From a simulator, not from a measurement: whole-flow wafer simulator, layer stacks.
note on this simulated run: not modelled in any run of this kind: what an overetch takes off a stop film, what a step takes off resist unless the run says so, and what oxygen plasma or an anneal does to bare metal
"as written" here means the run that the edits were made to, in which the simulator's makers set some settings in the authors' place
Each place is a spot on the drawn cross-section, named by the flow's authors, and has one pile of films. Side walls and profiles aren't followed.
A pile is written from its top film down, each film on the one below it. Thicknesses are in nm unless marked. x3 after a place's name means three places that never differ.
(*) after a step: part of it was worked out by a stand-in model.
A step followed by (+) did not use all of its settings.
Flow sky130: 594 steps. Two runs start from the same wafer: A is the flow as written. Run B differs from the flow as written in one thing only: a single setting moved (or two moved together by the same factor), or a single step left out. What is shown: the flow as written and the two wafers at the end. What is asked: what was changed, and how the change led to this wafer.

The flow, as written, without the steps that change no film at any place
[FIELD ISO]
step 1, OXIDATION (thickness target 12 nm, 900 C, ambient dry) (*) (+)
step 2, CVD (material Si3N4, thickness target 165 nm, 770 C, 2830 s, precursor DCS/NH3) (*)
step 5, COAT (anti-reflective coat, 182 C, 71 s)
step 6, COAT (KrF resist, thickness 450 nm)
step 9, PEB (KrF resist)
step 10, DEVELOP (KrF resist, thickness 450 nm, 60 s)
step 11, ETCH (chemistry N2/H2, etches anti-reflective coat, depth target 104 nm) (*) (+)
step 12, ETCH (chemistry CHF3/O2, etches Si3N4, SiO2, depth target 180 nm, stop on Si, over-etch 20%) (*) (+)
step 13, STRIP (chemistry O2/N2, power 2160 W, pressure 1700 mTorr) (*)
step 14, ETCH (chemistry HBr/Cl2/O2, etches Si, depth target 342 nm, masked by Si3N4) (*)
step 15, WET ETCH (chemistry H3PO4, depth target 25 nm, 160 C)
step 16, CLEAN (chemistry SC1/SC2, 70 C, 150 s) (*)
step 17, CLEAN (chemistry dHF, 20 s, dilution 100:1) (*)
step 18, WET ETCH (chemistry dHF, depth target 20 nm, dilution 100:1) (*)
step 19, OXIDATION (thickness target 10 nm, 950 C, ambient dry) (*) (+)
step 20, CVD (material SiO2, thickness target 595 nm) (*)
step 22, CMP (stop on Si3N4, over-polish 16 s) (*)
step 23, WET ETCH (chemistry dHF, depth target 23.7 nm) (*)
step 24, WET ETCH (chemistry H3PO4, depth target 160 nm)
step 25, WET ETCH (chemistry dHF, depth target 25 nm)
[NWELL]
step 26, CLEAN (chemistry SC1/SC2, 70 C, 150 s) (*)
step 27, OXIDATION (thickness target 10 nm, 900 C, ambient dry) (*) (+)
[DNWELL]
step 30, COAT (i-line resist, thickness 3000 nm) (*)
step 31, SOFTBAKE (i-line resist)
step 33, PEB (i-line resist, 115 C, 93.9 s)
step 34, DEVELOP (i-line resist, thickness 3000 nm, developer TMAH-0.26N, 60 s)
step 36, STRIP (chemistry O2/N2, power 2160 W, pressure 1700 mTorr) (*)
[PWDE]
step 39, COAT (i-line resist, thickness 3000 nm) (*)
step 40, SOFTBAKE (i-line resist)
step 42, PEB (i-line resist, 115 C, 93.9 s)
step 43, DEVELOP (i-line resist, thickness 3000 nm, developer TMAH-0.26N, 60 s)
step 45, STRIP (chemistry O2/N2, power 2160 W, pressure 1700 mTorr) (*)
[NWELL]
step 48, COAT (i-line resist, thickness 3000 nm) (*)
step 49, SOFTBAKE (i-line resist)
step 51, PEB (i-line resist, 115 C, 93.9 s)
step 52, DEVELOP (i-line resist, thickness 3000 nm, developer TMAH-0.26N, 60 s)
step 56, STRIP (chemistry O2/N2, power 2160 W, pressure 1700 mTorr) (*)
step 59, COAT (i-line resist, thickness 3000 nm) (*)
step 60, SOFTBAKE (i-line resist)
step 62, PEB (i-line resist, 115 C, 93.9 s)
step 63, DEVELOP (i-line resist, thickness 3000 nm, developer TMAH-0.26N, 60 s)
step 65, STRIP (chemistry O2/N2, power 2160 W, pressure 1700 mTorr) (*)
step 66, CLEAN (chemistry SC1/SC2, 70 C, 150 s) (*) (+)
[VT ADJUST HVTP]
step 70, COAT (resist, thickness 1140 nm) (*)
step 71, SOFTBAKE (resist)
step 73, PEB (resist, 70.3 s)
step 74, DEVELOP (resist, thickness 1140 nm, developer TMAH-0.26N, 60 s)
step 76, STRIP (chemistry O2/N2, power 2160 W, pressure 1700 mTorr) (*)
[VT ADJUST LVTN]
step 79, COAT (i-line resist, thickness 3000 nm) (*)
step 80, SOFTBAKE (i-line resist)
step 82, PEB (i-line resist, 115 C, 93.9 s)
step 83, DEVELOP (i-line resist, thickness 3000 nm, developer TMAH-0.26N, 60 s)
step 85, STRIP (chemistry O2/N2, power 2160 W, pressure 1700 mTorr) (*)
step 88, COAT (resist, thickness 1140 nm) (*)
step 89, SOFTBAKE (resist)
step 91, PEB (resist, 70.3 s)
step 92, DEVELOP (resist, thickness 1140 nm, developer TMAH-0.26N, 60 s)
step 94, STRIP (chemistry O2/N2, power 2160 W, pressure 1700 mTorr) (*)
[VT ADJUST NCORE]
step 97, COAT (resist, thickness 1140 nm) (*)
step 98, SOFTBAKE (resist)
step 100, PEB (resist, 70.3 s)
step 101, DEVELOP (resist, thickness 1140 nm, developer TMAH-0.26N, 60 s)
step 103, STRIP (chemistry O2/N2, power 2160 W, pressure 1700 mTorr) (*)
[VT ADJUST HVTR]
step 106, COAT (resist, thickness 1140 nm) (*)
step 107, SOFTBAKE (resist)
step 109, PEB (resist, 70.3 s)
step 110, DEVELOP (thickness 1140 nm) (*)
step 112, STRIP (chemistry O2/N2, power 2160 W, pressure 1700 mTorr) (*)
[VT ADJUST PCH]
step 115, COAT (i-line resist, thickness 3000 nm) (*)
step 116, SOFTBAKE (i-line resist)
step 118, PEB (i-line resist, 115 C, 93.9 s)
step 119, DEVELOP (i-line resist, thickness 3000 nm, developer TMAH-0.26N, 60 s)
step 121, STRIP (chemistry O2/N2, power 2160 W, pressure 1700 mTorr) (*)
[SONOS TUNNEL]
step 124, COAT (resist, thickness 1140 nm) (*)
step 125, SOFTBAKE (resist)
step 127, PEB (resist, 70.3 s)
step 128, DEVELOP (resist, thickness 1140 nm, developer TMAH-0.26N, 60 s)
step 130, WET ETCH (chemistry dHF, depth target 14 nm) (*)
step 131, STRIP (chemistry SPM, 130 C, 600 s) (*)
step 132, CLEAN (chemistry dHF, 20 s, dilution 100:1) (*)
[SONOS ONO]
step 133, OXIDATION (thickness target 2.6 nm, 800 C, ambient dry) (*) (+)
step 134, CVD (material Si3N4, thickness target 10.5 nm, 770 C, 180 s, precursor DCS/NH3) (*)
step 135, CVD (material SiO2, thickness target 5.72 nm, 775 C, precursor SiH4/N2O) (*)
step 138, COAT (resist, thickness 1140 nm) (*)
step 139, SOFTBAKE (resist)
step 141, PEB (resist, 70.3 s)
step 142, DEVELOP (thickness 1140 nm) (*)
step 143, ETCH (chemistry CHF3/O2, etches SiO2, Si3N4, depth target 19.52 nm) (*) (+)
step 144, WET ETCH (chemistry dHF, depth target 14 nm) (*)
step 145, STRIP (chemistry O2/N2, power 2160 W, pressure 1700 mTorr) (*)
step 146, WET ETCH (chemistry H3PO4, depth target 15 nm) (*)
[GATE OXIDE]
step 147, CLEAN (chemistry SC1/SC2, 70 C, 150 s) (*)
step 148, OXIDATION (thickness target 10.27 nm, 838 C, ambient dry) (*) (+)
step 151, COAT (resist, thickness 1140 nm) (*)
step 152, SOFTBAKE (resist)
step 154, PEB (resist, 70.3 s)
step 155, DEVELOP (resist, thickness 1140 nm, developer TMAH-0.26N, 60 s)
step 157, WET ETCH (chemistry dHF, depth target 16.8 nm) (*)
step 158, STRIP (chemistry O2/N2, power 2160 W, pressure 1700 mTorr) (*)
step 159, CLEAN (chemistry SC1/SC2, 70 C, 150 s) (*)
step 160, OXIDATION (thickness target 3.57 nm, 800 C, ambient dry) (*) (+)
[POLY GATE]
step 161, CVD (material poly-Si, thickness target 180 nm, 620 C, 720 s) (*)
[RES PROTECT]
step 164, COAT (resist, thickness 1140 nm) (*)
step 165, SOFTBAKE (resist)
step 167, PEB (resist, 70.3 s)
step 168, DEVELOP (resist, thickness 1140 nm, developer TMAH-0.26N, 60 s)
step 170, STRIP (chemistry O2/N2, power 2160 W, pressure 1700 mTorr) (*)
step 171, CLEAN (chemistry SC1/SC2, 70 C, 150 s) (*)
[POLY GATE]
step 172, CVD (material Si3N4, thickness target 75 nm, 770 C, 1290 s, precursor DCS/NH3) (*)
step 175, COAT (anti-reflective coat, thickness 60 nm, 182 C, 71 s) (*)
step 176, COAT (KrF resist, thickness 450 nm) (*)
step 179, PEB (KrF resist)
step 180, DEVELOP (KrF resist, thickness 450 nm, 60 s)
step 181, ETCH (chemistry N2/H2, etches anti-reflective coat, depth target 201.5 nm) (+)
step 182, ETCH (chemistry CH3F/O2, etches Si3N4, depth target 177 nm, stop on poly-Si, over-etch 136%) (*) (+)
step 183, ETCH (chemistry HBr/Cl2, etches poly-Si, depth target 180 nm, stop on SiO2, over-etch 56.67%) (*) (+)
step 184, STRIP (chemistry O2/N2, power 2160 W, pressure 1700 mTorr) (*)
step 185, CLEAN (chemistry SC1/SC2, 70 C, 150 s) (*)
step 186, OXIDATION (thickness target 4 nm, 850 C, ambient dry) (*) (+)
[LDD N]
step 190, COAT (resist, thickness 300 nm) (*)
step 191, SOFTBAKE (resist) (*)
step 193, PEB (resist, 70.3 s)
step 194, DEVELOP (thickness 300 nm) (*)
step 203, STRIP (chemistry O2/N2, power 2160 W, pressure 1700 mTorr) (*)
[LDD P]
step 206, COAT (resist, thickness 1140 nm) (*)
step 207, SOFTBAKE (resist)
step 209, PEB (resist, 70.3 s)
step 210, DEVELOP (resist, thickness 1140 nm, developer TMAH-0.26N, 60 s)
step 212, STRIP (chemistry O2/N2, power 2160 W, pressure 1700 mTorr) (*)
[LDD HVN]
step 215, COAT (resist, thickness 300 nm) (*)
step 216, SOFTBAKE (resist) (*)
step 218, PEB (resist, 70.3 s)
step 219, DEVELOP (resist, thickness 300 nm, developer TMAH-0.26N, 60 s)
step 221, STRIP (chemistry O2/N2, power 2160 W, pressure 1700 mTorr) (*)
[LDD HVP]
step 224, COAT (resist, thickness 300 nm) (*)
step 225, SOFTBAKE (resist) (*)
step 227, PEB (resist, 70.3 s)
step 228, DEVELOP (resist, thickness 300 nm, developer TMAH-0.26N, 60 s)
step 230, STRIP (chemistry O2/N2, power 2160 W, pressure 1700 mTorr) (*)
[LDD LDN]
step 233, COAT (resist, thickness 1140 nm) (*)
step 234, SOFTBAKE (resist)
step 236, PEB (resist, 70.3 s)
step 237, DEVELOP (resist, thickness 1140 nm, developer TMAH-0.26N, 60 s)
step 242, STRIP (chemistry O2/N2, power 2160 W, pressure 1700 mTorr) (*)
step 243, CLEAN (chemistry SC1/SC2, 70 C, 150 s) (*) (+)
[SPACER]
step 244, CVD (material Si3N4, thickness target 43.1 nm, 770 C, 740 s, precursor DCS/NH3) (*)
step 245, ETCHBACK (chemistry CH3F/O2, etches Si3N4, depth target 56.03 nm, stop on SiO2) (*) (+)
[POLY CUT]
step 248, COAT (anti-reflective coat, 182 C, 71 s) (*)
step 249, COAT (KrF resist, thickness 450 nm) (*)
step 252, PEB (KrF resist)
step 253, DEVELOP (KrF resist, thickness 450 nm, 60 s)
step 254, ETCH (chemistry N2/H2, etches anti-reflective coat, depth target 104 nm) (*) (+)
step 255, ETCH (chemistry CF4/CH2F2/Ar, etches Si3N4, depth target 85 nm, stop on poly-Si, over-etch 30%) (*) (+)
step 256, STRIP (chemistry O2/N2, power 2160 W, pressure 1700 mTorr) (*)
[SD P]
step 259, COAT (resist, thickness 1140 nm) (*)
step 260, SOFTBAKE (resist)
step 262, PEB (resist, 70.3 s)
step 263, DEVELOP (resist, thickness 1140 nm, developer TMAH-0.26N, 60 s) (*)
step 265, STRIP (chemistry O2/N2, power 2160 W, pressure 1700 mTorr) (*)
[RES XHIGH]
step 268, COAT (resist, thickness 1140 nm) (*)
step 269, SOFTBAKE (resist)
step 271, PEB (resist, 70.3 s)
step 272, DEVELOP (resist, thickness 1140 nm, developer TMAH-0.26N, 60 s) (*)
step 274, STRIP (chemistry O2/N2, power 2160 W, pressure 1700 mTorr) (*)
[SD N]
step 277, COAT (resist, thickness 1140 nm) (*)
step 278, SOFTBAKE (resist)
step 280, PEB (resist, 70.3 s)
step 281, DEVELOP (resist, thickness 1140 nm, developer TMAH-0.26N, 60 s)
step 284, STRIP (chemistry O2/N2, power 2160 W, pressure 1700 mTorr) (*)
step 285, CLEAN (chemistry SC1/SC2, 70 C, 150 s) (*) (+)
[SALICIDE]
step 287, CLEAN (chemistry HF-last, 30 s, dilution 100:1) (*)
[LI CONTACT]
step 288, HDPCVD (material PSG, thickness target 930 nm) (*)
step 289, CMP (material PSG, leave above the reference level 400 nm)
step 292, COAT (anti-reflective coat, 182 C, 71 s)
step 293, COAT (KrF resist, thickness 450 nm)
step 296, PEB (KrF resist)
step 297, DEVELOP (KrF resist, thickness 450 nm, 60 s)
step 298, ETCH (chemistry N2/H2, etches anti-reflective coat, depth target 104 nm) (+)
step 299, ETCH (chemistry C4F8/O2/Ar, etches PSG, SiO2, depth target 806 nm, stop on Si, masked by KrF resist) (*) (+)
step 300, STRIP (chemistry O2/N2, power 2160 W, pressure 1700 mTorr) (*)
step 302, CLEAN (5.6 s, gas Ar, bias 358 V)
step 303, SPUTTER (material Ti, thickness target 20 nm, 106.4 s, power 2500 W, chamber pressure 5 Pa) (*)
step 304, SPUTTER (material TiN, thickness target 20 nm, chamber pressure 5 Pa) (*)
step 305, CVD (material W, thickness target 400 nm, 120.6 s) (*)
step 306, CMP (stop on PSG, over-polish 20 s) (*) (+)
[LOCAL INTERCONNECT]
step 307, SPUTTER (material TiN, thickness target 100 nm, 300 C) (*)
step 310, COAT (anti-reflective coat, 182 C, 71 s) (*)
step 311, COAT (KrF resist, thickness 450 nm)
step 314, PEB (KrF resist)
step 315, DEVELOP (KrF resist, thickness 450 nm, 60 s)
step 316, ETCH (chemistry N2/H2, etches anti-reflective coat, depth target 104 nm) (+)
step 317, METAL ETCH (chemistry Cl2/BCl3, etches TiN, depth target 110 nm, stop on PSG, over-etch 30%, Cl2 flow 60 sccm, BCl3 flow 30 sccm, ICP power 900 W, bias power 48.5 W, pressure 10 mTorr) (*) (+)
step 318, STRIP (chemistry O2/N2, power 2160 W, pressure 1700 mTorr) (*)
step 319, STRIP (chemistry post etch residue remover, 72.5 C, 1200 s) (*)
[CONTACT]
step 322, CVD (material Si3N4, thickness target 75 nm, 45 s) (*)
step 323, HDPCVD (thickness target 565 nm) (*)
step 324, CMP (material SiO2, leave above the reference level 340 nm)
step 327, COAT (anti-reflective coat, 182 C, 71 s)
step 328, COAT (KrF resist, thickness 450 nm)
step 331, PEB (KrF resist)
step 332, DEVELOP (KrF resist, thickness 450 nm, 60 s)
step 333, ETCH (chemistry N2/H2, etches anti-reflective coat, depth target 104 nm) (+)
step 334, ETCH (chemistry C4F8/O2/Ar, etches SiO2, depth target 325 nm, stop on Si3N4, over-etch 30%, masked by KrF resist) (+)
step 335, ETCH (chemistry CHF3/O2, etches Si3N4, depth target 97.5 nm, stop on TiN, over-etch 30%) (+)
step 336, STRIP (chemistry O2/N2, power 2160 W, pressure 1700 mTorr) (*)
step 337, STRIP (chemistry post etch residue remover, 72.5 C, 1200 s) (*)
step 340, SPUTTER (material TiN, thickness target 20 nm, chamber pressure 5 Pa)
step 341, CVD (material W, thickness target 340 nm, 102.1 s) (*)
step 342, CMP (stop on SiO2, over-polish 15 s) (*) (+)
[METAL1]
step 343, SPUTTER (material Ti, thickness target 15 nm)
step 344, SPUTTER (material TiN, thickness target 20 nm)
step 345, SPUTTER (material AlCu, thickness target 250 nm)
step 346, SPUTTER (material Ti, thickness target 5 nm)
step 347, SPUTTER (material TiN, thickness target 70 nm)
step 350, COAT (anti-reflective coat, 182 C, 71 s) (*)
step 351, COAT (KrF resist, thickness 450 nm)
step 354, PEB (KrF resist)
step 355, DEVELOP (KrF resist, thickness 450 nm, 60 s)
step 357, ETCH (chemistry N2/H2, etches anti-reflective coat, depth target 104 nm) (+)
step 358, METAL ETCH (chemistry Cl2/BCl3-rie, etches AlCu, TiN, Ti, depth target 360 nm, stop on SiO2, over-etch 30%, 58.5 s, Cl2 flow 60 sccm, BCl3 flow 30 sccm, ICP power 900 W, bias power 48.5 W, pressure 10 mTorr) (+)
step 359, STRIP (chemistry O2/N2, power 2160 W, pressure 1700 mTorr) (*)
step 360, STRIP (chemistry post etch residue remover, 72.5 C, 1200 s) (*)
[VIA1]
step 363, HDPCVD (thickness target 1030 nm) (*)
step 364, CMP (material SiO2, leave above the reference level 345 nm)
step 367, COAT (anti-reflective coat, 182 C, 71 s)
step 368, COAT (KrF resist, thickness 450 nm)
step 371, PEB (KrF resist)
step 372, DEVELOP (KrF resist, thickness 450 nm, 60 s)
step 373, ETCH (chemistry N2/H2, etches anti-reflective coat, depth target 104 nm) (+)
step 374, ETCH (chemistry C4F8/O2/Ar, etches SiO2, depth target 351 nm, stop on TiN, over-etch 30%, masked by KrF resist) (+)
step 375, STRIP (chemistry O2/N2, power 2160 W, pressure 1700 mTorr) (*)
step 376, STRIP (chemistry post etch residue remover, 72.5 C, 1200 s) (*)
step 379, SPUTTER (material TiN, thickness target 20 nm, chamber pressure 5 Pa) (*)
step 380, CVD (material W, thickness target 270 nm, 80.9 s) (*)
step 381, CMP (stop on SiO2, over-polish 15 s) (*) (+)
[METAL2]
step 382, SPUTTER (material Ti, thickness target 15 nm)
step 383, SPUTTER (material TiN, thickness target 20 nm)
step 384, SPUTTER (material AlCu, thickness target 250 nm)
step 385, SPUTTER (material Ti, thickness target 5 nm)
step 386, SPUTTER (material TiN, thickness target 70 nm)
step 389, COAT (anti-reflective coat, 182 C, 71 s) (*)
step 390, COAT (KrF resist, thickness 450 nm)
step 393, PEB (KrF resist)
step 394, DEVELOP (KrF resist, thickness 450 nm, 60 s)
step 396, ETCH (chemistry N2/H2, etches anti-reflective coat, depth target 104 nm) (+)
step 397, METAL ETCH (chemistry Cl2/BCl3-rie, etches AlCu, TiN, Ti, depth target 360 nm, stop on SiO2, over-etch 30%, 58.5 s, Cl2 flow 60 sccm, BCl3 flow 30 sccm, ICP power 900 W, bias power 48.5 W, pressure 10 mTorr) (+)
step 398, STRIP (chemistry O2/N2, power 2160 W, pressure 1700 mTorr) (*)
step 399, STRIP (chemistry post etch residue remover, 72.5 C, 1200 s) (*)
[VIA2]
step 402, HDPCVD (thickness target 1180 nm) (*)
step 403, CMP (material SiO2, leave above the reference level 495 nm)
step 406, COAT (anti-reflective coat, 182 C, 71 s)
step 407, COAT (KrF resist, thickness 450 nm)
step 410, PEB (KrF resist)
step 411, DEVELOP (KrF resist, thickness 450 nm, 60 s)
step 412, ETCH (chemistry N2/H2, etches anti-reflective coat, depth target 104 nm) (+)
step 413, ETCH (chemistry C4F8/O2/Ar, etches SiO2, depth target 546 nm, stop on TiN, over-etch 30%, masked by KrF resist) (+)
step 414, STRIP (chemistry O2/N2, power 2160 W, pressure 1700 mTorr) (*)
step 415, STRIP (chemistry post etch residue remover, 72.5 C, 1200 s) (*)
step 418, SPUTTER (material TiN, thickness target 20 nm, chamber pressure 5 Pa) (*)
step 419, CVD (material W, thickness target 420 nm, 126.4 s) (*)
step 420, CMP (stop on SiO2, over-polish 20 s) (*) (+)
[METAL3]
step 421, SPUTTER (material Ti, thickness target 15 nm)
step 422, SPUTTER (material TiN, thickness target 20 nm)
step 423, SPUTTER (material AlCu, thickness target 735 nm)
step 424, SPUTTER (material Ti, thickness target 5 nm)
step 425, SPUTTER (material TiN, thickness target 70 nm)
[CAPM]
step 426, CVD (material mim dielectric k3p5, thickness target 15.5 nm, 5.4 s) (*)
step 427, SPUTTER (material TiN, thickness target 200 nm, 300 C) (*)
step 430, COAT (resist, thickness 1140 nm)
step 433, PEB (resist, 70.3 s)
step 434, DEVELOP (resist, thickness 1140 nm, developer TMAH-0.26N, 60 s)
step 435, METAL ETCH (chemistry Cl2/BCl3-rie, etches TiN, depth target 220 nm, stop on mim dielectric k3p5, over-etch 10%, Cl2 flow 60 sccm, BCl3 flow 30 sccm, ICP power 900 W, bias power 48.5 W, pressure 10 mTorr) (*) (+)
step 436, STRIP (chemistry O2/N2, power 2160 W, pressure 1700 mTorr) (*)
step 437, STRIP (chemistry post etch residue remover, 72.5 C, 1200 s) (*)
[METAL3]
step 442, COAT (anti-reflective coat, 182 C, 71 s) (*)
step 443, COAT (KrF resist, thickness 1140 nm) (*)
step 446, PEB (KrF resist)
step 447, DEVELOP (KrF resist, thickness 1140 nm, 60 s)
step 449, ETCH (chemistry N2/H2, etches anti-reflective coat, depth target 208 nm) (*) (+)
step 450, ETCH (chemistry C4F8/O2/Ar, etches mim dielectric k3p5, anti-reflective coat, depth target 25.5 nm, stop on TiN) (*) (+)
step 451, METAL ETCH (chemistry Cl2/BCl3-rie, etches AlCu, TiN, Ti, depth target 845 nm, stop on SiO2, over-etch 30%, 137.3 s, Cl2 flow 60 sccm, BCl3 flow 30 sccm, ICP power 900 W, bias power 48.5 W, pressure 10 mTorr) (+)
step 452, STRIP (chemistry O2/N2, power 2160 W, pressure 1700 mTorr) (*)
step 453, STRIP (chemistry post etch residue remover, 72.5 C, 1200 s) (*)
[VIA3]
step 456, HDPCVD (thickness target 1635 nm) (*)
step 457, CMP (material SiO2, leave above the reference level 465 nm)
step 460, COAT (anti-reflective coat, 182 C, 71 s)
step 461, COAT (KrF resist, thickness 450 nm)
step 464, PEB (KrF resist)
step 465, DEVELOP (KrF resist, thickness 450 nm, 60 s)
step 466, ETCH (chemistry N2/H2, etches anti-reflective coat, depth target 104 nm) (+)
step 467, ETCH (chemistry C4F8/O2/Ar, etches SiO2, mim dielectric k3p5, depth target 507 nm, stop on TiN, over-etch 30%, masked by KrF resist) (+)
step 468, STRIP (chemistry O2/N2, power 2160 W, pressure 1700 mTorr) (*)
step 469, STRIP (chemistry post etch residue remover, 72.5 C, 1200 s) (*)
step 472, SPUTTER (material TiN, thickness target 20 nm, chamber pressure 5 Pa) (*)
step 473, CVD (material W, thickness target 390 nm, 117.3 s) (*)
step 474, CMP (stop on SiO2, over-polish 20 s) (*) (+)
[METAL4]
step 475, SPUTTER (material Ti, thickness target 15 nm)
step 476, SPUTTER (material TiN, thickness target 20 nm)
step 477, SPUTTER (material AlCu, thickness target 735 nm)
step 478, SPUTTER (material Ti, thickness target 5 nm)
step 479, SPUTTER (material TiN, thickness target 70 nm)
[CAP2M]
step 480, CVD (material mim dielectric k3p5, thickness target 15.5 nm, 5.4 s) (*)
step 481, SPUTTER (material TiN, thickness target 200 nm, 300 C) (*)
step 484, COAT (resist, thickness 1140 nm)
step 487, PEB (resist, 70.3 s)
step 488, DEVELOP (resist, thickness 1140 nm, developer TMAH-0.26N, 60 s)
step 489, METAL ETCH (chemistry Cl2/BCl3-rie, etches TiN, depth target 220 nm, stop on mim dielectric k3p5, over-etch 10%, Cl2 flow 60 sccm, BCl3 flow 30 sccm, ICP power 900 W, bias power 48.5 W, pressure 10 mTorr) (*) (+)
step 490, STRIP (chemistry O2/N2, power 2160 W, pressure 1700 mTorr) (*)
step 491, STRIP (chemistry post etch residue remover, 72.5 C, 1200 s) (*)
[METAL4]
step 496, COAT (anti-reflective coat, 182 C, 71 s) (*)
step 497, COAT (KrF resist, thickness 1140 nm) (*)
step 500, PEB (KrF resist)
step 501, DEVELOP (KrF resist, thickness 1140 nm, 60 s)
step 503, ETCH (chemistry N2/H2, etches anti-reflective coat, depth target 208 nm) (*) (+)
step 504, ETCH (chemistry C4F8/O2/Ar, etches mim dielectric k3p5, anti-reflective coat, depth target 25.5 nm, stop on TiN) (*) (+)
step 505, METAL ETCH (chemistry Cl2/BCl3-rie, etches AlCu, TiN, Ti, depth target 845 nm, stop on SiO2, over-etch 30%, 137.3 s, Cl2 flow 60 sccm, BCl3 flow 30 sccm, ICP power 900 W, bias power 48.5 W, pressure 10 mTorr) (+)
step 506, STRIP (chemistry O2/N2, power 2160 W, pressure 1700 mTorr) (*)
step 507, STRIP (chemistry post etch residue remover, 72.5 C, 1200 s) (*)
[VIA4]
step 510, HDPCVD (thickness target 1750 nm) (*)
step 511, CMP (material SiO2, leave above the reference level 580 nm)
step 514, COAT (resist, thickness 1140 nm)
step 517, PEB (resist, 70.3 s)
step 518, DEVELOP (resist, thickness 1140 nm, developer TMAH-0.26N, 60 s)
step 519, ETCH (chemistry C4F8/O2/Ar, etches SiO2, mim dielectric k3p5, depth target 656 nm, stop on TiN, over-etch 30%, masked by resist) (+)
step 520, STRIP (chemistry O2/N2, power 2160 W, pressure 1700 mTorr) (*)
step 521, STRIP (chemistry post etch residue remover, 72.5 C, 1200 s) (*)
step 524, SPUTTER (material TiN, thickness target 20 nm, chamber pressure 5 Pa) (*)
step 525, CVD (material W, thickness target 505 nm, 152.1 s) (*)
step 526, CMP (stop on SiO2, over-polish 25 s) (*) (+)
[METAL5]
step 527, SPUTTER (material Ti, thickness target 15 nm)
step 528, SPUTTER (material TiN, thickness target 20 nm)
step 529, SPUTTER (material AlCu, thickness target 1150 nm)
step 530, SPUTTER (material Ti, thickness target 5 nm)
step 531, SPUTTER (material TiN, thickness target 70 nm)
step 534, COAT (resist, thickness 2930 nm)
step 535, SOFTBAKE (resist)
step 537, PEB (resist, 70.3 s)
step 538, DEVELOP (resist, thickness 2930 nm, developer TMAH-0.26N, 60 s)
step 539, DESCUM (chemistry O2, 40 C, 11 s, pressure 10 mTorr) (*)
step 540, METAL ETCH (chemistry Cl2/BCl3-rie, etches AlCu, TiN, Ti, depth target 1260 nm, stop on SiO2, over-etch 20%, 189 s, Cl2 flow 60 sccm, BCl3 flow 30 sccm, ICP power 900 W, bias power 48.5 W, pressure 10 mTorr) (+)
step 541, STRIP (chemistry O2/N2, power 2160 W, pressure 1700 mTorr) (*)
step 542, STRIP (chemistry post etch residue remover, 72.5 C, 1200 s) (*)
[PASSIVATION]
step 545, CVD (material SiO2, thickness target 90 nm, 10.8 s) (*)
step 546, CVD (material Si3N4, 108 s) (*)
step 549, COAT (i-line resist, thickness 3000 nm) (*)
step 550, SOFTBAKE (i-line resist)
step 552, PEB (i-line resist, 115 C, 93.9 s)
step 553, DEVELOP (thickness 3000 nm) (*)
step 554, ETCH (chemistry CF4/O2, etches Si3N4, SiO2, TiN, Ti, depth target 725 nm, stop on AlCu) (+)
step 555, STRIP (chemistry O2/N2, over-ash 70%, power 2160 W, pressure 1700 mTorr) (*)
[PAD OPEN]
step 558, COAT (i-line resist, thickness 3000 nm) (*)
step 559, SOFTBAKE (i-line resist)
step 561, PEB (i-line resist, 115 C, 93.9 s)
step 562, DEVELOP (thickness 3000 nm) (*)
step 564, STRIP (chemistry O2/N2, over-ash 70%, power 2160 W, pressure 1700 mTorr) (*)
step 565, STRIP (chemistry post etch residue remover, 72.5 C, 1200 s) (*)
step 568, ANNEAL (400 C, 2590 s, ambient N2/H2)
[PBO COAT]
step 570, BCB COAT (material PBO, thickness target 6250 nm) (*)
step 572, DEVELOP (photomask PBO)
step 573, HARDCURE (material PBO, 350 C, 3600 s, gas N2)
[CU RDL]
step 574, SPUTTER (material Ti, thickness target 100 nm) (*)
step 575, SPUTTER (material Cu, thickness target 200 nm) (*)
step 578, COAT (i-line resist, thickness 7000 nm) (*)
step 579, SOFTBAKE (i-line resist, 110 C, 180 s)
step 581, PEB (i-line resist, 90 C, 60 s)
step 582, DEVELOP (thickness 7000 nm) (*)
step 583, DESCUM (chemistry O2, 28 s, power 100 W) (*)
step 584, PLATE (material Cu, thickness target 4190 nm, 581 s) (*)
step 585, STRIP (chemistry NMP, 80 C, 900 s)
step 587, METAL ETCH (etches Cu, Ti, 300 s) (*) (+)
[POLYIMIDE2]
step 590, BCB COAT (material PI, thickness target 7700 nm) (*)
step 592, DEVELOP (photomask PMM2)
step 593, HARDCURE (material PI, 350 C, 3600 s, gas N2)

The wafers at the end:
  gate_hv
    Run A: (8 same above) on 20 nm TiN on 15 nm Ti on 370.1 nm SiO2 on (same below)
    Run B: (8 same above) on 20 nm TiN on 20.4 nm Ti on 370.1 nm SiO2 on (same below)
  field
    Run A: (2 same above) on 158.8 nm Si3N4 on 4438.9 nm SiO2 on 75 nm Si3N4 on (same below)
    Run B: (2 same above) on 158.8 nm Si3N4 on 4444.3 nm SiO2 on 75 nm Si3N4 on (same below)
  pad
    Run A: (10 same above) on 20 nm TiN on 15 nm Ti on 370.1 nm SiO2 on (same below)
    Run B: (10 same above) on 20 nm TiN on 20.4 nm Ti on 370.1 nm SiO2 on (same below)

The reason: step 475, SPUTTER: thickness target 20.4 nm was run, while the flow as written has thickness target 15 nm.
One can read it off the wafer: gate_hv has Ti 20.4, and step 475 as written asks for 15 nm.

How this came from the change, step by step:
  step 475, SPUTTER (material Ti, thickness target 15 nm)
      field, active, n_well and 189 more: A Ti gains 15 (new film) | B Ti gains 20.4 (new film)
  step 505, METAL ETCH (chemistry Cl2/BCl3-rie, etches AlCu, TiN, Ti, depth target 845 nm, stop on SiO2, over-etch 30%, 137.3 s, Cl2 flow 60 sccm, BCl3 flow 30 sccm, ICP power 900 W, bias power 48.5 W, pressure 10 mTorr) (+)
      field, gate, spacer and 68 more: A TiN loses 70 (all of it), Ti loses 5 (all of it), AlCu loses 735 (all of it), TiN loses 20 (all of it), Ti loses 15 (all of it), SiO2 loses 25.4 | B TiN loses 70 (all of it), Ti loses 5 (all of it), AlCu loses 735 (all of it), TiN loses 20 (all of it), Ti loses 20.4 (all of it), SiO2 loses 24.8
      active, vpp_iso1, mim_edge_plate and 14 more: A TiN loses 70 (all of it), Ti loses 5 (all of it), AlCu loses 735 (all of it), TiN loses 20 (all of it), Ti loses 15 (all of it), SiO2 loses 25.3 | B TiN loses 70 (all of it), Ti loses 5 (all of it), AlCu loses 735 (all of it), TiN loses 20 (all of it), Ti loses 20.4 (all of it), SiO2 loses 24.8
